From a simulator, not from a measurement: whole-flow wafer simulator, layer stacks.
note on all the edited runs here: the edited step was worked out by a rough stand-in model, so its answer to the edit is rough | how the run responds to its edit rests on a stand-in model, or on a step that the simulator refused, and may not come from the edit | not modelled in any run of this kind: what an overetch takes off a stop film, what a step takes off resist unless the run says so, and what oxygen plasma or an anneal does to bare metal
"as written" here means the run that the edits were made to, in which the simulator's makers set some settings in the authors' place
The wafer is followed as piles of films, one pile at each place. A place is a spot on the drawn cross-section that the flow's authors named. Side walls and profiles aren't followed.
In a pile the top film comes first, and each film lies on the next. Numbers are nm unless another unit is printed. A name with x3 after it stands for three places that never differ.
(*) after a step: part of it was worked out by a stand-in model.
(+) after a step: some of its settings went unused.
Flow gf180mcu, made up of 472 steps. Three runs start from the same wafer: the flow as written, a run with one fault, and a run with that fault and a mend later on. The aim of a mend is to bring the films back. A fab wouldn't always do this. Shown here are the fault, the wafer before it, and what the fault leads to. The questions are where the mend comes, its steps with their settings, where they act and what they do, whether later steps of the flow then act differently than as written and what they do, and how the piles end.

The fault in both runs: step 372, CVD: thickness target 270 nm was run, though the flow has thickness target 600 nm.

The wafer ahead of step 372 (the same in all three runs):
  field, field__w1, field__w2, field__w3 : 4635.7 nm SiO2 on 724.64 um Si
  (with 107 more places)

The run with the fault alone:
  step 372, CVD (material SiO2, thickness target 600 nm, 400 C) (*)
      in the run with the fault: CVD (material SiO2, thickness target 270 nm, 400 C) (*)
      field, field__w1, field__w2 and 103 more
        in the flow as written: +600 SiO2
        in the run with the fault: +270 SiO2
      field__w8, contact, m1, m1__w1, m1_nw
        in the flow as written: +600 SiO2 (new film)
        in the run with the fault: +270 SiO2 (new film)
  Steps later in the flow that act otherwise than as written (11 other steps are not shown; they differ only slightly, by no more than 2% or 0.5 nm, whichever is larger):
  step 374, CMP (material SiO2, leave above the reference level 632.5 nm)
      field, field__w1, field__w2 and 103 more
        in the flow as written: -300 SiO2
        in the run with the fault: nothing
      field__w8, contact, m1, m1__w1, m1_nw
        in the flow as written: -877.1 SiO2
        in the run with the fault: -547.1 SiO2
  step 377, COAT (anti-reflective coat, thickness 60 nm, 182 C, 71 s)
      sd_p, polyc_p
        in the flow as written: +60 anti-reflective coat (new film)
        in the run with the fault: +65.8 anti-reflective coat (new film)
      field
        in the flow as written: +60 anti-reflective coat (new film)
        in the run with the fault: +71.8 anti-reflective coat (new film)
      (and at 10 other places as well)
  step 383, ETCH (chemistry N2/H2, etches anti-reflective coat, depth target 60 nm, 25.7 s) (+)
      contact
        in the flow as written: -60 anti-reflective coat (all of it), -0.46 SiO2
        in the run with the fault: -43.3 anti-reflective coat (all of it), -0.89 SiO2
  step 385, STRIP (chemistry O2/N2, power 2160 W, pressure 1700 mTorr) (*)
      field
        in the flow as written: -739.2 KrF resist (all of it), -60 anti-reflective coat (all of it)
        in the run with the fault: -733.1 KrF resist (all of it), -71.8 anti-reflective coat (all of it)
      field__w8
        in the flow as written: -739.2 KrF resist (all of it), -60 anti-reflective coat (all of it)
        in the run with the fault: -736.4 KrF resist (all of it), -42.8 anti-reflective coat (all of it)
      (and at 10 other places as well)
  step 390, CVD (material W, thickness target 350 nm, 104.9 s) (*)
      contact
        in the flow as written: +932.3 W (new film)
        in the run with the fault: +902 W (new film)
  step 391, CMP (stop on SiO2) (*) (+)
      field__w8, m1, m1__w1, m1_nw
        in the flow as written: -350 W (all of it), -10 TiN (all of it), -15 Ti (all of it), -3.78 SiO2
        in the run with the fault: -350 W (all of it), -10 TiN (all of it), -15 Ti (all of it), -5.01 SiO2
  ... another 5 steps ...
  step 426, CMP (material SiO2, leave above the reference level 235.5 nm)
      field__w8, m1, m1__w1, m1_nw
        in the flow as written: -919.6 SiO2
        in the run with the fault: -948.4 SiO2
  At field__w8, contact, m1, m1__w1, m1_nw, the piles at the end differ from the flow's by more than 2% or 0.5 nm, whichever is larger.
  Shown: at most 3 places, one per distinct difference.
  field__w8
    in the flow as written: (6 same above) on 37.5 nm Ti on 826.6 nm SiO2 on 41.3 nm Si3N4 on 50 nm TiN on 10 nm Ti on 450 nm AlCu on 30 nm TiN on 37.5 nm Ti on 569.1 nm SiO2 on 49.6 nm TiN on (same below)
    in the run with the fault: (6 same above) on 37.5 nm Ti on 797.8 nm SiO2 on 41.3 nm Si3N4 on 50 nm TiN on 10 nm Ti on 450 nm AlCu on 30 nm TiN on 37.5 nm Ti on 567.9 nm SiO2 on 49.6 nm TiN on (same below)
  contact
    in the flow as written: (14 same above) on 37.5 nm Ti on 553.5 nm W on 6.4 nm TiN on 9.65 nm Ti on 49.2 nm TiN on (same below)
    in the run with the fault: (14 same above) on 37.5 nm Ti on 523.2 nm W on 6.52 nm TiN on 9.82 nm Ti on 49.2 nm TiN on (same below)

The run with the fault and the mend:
  After step 372 comes the mend.
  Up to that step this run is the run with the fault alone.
  step 372a, CVD (material SiO2, thickness target 330 nm, 400 C) (*) (the flow's step 372, run once more with other settings)
      field, field__w1, field__w2 and 108 more
        +330 SiO2
  None of the later steps of the flow acts differently than as written at any place that is followed.
  The piles end the same as the flow's at every place that both follow.
